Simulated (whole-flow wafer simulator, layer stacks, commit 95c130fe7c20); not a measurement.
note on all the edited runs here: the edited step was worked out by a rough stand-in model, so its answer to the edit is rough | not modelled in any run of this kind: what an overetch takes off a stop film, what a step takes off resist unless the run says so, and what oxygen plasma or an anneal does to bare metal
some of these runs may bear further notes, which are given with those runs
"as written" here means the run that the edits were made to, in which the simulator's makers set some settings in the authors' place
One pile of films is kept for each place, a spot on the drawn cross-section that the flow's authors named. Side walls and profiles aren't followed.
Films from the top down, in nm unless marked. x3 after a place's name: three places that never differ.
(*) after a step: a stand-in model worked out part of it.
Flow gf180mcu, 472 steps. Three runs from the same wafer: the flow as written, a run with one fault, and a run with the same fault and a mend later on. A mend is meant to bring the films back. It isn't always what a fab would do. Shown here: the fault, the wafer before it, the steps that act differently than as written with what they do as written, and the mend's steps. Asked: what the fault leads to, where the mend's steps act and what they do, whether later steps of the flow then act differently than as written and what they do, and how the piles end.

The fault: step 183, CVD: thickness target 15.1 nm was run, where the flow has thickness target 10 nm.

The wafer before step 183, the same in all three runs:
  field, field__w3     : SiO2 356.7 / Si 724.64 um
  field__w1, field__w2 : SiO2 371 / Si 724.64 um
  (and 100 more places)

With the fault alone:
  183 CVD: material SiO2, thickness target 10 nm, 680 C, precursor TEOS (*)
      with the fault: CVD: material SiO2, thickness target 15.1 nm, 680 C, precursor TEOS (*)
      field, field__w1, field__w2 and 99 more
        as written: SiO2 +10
        with the fault: SiO2 +15.1
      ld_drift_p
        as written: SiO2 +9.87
        with the fault: SiO2 +14.9
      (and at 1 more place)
  Later steps of the flow that act differently than as written (21 more steps differ only slightly, by at most 2% or 0.5 nm, whichever is larger, and aren't shown):
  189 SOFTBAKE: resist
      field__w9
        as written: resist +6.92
        with the fault: resist -3.06
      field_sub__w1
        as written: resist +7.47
        with the fault: resist +9.76
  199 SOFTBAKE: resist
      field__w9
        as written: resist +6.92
        with the fault: resist -3.06
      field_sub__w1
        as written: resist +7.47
        with the fault: resist +9.76
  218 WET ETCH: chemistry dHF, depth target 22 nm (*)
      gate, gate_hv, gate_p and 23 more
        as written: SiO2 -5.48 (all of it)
        with the fault: SiO2 -10.6 (all of it)
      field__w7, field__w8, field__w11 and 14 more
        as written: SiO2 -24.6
        with the fault: SiO2 -25.4
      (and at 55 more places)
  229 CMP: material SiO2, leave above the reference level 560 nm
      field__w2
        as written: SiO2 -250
        with the fault: SiO2 -255.4
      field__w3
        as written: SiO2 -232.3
        with the fault: SiO2 -237.6
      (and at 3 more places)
  At the end the piles differ from the flow's by more than 2% or 0.5 nm, whichever is larger, at spacer.
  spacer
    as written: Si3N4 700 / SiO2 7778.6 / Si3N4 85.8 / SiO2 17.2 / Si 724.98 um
    with the fault: Si3N4 700 / SiO2 7773.5 / Si3N4 85.8 / SiO2 22.3 / Si 724.98 um

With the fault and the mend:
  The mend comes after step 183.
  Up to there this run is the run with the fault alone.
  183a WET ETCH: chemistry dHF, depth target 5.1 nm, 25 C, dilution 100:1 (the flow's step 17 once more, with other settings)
      field, field__w1, field__w2 and 101 more
        SiO2 -5.1
  No later step of the flow acts differently than as written, at any place that is followed, by more than 2% or 0.5 nm, whichever is larger.
  At the end the piles differ from the flow's only slightly at the places that both follow, by at most 2% or 0.5 nm, whichever is larger.
